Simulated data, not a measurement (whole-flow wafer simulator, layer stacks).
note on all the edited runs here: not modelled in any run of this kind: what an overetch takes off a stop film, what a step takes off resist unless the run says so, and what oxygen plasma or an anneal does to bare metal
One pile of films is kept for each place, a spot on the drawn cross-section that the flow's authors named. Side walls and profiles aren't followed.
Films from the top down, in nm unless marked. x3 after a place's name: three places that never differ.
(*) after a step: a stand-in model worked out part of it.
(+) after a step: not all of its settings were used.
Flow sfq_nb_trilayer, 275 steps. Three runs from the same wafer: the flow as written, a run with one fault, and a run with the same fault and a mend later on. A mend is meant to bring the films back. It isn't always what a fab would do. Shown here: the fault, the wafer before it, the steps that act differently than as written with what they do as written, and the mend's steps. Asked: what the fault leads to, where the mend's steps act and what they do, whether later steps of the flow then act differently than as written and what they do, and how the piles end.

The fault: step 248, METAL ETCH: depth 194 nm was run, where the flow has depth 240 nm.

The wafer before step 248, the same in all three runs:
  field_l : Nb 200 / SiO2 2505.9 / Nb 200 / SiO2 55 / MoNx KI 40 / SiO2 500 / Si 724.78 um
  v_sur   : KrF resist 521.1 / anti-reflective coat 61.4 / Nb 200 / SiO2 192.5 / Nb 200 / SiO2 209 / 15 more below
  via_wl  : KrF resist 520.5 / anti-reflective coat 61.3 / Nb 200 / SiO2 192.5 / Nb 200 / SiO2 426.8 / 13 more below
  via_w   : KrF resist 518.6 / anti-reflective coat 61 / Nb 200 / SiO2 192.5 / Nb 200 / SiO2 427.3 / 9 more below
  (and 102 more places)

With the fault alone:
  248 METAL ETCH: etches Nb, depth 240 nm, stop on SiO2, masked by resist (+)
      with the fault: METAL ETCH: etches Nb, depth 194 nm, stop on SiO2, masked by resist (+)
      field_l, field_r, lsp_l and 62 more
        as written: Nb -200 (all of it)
        with the fault: Nb -194
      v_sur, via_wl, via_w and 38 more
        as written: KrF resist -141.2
        with the fault: KrF resist -114.1
  Later steps of the flow that act differently than as written:
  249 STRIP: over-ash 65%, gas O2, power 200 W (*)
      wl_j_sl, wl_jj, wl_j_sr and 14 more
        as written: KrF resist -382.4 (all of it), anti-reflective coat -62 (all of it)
        with the fault: KrF resist -409.4 (all of it), anti-reflective coat -62 (all of it)
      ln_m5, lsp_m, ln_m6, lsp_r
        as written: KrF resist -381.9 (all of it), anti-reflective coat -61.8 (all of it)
        with the fault: KrF resist -409 (all of it), anti-reflective coat -61.8 (all of it)
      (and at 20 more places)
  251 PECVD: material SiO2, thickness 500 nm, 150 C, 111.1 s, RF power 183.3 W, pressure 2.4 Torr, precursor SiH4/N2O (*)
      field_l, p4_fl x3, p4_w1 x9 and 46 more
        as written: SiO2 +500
        with the fault: SiO2 +500 (new film)
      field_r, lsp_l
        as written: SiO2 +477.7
        with the fault: SiO2 +478.3 (new film)
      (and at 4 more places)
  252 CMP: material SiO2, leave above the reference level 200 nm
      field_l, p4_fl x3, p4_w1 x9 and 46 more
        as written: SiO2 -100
        with the fault: SiO2 -106
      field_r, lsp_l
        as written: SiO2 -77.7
        with the fault: SiO2 -84.3
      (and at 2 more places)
  At the end the piles differ from the flow's by more than 2% or 0.5 nm, whichever is larger, at field_l, field_r, lsp_l and 62 more.
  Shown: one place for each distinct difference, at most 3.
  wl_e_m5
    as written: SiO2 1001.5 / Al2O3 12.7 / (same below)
    with the fault: SiO2 394 / Nb 6 / SiO2 601.5 / Al2O3 12.7 / (same below)
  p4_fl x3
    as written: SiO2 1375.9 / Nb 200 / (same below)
    with the fault: SiO2 394 / Nb 6 / SiO2 975.9 / Nb 200 / (same below)
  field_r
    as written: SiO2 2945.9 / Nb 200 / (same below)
    with the fault: SiO2 394 / Nb 6 / SiO2 2545.9 / Nb 200 / (same below)

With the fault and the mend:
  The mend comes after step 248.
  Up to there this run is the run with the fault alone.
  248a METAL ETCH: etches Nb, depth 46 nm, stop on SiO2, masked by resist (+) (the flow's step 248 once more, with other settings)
      field_l, field_r, lsp_l and 62 more
        Nb -6 (all of it)
      v_sur, via_wl, via_w and 38 more
        KrF resist -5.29
  Later steps of the flow that act differently than as written:
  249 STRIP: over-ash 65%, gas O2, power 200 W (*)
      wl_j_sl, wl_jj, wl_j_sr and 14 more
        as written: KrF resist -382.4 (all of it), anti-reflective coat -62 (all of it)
        with the mend: KrF resist -404.1 (all of it), anti-reflective coat -62 (all of it)
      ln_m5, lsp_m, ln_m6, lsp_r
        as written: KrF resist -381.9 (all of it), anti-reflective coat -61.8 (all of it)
        with the mend: KrF resist -403.7 (all of it), anti-reflective coat -61.8 (all of it)
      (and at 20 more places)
  At the end the piles are the same as the flow's at every place that both follow.
